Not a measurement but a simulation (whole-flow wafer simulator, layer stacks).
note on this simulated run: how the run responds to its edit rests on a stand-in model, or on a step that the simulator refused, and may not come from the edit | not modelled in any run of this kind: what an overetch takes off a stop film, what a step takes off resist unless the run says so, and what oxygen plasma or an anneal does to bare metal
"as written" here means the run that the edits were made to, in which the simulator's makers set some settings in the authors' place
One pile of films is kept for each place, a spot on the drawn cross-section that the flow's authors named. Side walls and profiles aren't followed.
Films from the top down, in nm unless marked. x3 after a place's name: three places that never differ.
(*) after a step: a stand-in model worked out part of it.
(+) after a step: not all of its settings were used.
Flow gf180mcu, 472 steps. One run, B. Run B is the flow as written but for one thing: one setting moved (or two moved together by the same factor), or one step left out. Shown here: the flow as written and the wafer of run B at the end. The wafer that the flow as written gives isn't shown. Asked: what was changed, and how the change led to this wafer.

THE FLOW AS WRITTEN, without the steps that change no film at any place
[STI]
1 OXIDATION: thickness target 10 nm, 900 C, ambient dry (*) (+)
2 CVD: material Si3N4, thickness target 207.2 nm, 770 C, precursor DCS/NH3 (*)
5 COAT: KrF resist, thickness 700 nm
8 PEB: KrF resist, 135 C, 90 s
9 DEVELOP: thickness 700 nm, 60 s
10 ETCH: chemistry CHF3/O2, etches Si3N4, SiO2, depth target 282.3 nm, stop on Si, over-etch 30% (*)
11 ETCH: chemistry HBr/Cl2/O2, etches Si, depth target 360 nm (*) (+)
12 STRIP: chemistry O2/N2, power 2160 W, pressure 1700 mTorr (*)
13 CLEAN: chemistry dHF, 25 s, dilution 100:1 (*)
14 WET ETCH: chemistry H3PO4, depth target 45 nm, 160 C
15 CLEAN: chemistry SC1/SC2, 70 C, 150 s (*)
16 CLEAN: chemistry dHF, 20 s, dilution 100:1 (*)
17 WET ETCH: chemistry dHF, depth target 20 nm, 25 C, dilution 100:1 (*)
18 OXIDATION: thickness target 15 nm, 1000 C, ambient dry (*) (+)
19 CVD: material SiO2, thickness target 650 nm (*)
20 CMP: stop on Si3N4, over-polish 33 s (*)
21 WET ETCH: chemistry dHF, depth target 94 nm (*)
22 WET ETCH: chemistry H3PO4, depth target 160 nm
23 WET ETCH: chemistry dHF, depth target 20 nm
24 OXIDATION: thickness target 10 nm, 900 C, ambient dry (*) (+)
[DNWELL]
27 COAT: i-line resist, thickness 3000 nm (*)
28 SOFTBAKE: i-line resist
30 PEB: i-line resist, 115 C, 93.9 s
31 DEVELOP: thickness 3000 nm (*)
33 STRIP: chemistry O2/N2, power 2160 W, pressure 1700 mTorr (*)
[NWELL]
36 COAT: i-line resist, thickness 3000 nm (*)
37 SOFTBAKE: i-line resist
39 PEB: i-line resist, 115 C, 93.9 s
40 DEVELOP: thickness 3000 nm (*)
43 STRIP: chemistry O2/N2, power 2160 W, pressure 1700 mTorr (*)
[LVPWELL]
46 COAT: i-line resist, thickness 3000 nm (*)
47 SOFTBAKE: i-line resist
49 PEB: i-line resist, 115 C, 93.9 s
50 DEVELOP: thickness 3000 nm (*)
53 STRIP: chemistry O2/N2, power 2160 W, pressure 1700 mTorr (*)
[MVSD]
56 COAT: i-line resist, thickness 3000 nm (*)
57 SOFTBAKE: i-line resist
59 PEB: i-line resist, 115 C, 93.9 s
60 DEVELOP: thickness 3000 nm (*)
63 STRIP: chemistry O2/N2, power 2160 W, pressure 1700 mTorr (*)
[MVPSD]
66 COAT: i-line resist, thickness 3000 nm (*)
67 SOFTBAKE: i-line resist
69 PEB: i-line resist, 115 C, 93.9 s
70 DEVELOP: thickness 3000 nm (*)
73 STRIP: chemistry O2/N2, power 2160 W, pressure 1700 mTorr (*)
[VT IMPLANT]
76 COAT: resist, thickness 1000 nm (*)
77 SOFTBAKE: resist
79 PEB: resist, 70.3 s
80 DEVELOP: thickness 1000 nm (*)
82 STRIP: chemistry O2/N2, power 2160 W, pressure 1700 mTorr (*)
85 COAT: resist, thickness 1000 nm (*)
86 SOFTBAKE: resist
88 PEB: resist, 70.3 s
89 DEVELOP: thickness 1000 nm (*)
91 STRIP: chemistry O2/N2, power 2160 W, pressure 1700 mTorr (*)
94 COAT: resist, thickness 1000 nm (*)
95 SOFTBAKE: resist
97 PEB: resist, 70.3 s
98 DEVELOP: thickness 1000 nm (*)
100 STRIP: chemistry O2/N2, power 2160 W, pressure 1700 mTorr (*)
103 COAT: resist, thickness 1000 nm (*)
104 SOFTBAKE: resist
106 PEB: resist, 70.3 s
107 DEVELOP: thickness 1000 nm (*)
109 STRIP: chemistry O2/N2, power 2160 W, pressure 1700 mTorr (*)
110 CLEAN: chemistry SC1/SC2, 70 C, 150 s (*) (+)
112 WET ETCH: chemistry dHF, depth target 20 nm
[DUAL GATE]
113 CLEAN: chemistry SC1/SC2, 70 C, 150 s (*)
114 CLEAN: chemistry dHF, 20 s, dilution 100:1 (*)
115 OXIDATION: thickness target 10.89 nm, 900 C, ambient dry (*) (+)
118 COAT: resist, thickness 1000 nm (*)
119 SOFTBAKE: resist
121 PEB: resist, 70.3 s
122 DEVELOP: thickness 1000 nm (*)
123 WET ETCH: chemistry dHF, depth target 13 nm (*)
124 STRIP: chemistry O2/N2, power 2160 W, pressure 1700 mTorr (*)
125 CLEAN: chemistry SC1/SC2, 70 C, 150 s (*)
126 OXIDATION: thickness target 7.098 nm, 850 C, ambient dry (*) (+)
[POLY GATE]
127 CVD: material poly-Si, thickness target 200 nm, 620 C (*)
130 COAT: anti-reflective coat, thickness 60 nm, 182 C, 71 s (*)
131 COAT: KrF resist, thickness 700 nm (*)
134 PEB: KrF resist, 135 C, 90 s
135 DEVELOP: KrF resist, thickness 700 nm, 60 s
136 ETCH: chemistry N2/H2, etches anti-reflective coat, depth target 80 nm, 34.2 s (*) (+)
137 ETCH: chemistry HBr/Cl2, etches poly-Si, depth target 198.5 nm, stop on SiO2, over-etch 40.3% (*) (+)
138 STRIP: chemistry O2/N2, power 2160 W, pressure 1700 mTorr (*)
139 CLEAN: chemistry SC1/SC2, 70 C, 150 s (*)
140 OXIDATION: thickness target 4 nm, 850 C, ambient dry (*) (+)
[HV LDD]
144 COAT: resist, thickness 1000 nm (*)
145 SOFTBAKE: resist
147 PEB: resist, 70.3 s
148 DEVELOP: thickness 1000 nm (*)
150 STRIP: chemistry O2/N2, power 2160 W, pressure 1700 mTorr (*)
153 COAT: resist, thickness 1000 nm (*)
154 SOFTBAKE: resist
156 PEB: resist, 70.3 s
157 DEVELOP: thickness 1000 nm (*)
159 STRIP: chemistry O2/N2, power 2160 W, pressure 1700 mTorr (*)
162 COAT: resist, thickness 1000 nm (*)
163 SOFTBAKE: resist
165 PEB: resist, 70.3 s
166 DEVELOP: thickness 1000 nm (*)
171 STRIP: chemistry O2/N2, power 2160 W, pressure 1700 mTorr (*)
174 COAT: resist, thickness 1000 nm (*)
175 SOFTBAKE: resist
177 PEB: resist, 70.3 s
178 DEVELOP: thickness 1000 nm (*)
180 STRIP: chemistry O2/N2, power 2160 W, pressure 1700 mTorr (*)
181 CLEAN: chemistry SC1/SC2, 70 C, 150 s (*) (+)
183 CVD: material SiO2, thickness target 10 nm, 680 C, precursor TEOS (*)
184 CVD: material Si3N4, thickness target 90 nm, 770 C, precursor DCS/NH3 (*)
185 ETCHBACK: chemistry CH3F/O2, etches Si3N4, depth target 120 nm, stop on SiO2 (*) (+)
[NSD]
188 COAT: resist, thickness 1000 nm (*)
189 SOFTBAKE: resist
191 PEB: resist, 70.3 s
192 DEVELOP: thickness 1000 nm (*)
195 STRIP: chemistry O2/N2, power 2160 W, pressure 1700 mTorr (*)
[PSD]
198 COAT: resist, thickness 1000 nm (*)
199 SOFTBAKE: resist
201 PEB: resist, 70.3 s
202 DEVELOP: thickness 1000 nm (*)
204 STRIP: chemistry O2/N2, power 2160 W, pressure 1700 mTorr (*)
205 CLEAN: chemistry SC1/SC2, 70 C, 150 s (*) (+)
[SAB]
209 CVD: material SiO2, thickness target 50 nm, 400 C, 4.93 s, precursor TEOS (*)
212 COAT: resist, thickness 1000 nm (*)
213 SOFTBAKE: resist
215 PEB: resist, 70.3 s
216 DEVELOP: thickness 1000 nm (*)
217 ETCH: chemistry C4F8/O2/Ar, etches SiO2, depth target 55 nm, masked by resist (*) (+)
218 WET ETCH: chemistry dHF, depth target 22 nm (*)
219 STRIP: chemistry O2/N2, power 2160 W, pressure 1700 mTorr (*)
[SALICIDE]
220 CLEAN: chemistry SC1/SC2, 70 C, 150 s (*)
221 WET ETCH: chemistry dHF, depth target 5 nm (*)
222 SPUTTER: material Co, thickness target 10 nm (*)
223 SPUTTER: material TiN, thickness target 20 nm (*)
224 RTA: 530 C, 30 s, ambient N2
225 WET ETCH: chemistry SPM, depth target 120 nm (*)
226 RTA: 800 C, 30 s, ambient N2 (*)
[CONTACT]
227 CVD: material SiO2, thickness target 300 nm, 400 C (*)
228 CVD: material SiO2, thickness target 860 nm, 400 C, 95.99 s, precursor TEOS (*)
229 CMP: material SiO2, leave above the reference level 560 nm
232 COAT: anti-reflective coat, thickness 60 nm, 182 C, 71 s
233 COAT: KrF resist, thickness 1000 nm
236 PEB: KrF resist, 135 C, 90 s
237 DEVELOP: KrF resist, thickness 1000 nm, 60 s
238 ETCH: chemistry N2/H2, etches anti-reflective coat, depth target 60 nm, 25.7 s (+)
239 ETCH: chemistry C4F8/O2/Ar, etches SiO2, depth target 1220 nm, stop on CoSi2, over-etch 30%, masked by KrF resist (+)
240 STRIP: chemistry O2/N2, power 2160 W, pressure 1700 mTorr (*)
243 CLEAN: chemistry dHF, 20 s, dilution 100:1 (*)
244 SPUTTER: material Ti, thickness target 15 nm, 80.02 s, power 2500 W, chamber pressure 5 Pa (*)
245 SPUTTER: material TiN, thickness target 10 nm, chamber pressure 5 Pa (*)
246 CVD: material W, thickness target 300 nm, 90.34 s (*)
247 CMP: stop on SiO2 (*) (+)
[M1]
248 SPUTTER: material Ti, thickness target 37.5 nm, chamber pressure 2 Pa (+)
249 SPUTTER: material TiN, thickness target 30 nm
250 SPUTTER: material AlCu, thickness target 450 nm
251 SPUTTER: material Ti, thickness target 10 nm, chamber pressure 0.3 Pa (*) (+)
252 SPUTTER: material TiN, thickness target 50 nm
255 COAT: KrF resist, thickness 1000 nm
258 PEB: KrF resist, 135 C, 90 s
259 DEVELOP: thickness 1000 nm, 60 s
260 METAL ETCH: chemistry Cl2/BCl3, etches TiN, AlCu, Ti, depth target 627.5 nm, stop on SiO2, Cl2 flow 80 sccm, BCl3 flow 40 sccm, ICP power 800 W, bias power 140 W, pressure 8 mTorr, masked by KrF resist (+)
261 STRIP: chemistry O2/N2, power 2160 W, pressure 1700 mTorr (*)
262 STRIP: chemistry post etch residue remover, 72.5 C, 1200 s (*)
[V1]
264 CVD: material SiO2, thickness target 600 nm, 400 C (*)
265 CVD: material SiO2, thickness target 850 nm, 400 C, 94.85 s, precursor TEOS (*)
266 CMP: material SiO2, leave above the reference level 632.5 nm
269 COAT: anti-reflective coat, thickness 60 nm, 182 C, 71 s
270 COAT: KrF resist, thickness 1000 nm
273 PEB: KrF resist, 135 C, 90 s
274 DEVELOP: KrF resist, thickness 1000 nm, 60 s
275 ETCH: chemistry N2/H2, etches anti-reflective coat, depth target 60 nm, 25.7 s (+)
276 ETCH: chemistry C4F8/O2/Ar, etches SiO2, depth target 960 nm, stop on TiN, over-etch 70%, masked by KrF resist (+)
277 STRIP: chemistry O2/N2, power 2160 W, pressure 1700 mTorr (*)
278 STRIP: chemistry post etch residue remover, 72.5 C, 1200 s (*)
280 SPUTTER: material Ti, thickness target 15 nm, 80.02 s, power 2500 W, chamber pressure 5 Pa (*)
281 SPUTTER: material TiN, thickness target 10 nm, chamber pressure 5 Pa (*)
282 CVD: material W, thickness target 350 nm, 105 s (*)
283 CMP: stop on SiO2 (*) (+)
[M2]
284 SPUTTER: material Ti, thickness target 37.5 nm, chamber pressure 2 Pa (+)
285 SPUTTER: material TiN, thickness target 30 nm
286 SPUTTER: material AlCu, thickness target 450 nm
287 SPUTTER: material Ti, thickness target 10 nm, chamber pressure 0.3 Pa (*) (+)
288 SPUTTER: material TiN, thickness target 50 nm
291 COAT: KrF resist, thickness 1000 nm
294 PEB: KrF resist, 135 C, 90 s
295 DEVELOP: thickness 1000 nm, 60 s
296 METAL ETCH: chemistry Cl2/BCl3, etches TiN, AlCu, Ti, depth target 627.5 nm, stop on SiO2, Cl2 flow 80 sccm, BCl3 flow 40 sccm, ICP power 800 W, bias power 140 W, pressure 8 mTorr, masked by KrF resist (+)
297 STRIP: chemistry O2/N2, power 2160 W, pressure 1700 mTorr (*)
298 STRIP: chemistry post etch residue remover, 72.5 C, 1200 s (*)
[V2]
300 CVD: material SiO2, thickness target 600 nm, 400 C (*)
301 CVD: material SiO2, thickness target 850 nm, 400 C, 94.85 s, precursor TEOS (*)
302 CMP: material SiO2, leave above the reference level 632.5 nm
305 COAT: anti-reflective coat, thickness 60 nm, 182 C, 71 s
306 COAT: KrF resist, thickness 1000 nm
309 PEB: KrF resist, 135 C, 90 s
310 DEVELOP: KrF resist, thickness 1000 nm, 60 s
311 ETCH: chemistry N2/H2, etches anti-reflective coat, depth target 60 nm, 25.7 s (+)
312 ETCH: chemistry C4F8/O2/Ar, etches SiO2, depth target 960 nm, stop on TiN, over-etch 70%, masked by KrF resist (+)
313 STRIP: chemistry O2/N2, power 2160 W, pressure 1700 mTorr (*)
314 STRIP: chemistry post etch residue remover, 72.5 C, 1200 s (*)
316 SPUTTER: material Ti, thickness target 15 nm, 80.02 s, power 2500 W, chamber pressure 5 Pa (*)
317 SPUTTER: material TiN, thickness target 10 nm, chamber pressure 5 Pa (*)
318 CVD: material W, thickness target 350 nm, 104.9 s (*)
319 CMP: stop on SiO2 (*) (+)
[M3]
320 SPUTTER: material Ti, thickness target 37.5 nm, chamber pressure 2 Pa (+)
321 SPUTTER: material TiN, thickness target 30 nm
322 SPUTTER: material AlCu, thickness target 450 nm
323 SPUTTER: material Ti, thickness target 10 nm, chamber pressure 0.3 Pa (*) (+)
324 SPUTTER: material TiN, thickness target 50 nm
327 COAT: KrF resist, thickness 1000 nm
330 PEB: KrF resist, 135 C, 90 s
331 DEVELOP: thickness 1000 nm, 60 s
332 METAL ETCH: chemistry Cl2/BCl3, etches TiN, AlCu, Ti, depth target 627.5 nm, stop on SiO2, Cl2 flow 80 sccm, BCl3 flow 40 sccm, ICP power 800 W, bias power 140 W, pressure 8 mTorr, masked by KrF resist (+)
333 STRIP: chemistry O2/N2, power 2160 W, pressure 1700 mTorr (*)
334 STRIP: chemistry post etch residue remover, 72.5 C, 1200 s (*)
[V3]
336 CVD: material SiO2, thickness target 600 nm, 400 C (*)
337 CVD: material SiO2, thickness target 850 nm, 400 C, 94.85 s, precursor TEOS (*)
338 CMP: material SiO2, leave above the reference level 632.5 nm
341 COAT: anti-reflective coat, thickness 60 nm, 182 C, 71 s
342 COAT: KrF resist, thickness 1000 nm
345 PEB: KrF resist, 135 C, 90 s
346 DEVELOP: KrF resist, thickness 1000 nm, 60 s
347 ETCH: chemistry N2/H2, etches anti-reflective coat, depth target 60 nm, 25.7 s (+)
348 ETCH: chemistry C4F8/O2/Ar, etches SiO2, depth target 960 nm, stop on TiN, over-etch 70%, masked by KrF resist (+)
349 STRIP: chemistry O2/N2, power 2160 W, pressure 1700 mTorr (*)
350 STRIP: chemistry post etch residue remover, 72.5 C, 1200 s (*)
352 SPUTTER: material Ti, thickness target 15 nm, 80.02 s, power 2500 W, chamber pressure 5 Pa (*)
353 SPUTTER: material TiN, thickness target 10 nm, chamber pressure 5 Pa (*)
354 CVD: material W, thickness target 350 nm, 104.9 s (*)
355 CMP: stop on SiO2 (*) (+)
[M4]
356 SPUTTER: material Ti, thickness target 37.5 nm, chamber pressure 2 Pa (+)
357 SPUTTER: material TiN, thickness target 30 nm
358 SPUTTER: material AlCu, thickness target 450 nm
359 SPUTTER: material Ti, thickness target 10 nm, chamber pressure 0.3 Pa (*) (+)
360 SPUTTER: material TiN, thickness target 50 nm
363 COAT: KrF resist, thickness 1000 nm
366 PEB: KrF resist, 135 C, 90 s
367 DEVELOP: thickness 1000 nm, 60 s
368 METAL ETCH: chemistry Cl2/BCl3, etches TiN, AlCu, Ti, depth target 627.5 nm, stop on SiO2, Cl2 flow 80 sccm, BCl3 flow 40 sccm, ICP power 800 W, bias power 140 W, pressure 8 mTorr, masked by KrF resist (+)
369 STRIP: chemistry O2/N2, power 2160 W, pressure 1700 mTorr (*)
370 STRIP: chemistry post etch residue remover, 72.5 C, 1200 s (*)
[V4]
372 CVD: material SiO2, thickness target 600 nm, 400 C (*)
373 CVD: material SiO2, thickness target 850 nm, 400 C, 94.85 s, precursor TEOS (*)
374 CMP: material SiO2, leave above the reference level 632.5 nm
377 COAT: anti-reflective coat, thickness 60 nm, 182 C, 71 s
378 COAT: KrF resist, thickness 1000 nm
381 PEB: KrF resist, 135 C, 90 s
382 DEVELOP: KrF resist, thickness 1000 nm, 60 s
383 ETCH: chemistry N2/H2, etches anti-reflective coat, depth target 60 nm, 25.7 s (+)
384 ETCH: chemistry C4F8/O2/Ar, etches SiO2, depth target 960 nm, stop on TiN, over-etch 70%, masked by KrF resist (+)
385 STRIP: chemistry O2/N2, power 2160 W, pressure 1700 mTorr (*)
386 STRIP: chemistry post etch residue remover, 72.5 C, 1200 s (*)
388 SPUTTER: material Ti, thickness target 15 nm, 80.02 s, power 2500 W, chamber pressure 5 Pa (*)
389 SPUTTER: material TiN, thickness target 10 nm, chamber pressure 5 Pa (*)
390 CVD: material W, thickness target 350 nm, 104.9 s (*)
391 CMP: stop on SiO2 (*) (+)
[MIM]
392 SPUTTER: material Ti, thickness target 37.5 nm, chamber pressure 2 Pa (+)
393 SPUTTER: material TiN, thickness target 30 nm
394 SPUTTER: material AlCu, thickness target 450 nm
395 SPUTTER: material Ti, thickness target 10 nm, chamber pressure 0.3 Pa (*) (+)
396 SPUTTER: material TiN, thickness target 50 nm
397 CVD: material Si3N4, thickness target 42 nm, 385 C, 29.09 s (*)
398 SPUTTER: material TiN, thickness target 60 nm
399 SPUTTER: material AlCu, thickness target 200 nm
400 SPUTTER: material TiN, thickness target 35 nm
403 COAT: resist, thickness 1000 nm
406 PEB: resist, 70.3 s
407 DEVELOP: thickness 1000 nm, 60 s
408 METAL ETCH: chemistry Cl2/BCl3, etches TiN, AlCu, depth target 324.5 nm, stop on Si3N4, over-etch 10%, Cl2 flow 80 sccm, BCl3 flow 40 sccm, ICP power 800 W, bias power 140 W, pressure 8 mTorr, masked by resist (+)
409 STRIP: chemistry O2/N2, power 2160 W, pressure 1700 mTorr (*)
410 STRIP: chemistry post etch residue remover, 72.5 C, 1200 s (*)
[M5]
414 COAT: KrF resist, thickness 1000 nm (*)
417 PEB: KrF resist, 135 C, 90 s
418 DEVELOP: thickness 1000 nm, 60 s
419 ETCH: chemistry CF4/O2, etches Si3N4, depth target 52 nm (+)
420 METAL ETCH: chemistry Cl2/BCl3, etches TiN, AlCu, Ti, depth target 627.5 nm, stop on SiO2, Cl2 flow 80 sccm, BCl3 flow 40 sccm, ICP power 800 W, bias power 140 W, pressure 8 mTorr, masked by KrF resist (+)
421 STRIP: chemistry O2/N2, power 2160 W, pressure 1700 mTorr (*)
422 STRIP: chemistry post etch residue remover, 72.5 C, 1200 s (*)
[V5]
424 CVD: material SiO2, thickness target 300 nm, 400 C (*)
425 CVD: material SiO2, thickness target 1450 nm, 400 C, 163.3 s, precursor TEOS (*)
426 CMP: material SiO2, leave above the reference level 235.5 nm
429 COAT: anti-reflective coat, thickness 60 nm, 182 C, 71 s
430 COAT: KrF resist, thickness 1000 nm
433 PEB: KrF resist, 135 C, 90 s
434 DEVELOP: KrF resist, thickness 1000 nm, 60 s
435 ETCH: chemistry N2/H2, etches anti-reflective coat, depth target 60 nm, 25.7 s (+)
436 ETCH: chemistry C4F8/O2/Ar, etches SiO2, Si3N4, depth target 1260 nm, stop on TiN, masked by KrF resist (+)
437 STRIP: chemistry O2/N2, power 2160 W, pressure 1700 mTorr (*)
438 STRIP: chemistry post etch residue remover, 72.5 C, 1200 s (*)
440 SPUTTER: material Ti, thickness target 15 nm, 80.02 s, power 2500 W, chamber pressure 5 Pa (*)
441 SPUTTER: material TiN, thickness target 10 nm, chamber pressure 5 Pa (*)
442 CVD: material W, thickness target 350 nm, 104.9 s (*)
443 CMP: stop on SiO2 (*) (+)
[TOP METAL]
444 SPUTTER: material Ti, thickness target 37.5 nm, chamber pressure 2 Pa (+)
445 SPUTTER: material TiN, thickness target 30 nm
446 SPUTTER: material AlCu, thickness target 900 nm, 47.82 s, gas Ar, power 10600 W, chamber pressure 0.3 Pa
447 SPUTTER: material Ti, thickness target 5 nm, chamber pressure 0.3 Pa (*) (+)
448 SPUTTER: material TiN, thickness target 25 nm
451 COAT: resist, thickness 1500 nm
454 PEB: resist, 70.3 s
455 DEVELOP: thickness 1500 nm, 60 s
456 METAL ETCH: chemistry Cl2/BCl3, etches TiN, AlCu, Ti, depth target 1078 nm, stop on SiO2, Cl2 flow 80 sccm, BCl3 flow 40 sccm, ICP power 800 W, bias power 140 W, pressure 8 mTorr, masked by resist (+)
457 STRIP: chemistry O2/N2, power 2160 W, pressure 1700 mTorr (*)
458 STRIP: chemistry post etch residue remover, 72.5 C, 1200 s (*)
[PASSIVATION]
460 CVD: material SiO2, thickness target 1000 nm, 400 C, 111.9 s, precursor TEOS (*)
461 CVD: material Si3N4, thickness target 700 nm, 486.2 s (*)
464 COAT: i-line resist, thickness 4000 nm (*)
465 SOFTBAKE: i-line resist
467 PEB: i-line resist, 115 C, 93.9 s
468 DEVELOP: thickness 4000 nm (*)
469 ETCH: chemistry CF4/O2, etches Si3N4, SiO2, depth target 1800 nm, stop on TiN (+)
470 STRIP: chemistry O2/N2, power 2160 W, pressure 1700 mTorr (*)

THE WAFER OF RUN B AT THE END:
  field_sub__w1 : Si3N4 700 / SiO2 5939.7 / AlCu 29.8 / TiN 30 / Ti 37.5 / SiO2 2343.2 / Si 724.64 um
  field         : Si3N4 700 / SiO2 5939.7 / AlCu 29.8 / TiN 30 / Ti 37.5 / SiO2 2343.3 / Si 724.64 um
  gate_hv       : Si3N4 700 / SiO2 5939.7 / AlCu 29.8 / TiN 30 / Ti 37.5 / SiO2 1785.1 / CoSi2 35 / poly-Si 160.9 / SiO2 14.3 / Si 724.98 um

The cause: step 286, SPUTTER: thickness target 603 nm was run, where the flow has thickness target 450 nm.

How the change led to this, step by step:
  286 SPUTTER: material AlCu, thickness target 450 nm
      field, field__w1, field__w2 and 108 more: AlCu +603 (new film) (as written it would be: AlCu +450 (new film))
  296 METAL ETCH: chemistry Cl2/BCl3, etches TiN, AlCu, Ti, depth target 627.5 nm, stop on SiO2, Cl2 flow 80 sccm, BCl3 flow 40 sccm, ICP power 800 W, bias power 140 W, pressure 8 mTorr, masked by KrF resist (+)
      field, field__w1, field__w2 and 103 more: TiN -50 (all of it), Ti -10 (all of it), AlCu -567.5 (as written it would be: TiN -50 (all of it), Ti -10 (all of it), AlCu -450 (all of it), TiN -30 (all of it), Ti -37.5 (all of it))
  298 STRIP: chemistry post etch residue remover, 72.5 C, 1200 s (*)
      field, field__w1, field__w2 and 103 more: AlCu -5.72 (as written it would be: nothing)
  300 CVD: material SiO2, thickness target 600 nm, 400 C (*)
      field, field__w1, field__w2 and 103 more: SiO2 +600 (new film) (as written it would be: SiO2 +600)
  302 CMP: material SiO2, leave above the reference level 632.5 nm
      field, field__w1, field__w2 and 103 more: SiO2 -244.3 (as written it would be: SiO2 -300)
Counting metal films that touch as one body, field_sub__w1 has 1 body; the flow as written gives 0 bodies.
Counting metal films that touch as one body, field has 1 body; the flow as written gives 0 bodies.
Counting metal films that touch as one body, gate_hv has 2 bodies (between them, from the top down: SiO2 1785.1); the flow as written gives 1 body.
